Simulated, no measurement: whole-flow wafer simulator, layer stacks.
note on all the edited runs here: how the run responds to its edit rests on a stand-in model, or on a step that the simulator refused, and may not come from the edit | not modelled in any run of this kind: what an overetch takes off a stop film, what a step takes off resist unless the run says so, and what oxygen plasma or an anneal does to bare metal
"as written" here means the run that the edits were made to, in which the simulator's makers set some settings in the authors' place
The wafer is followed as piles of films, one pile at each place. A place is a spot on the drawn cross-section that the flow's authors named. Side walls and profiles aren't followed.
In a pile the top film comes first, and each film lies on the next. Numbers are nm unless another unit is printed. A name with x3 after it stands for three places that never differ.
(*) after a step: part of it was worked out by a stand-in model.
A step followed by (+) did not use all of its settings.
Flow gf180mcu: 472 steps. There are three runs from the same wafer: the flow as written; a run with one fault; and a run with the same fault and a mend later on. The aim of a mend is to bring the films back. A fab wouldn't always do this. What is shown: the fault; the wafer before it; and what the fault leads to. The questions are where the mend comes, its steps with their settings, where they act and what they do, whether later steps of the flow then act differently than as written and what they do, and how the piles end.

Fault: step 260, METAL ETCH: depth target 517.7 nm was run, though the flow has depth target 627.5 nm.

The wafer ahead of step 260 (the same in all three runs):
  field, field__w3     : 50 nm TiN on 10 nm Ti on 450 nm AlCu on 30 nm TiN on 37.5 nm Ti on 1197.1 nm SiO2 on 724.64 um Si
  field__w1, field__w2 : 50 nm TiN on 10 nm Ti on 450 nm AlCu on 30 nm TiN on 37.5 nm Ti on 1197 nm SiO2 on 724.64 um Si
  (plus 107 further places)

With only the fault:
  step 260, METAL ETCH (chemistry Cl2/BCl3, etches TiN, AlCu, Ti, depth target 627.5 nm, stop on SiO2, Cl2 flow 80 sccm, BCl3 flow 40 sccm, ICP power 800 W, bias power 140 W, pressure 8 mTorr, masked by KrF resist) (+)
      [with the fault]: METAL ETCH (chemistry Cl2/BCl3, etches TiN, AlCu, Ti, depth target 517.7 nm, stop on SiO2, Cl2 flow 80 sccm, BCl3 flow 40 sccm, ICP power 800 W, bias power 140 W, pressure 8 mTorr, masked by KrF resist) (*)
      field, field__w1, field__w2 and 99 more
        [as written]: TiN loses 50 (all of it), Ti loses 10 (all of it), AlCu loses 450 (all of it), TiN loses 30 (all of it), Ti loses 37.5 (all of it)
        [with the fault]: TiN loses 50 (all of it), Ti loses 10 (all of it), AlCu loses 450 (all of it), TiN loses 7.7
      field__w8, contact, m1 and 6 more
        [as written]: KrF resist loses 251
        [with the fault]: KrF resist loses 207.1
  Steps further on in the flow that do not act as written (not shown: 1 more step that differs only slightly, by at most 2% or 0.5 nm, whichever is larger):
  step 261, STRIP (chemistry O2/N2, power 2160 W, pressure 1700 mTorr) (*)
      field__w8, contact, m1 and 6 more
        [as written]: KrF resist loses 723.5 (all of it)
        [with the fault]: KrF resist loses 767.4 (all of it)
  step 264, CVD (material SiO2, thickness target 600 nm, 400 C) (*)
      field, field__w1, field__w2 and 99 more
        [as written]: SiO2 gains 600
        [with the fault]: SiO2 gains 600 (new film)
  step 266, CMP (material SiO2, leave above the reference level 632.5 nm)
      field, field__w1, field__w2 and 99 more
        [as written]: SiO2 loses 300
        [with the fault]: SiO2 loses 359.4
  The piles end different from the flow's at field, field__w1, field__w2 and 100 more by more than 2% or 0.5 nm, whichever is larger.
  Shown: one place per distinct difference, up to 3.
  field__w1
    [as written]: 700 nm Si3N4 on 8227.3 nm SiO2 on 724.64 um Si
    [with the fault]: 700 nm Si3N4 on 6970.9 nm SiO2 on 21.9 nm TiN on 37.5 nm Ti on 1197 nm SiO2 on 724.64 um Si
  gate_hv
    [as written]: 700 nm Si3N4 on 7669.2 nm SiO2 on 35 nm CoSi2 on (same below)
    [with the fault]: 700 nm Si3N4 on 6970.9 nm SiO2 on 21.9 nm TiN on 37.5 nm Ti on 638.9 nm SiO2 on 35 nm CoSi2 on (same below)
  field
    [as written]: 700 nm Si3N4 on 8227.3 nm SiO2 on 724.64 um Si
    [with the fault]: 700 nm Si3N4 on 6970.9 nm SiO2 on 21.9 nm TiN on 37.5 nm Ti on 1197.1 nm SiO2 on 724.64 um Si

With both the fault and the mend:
  The mend stands after step 260.
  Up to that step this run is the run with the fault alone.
  step 260a, METAL ETCH (chemistry Cl2/BCl3, etches TiN, AlCu, Ti, depth target 109.8 nm, stop on SiO2, Cl2 flow 80 sccm, BCl3 flow 40 sccm, ICP power 800 W, bias power 140 W, pressure 8 mTorr, masked by KrF resist) (+) (the flow's step 260, run once more with other settings)
      field, field__w1, field__w2 and 99 more
        TiN loses 22.3 (all of it), Ti loses 37.5 (all of it)
      field__w8, contact, m1 and 6 more
        KrF resist loses 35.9
  Every later step of the flow that is run acts as written, at every place that is followed, to within 2% or 0.5 nm, whichever is larger.
  The piles end the same as the flow's at every place that both follow.
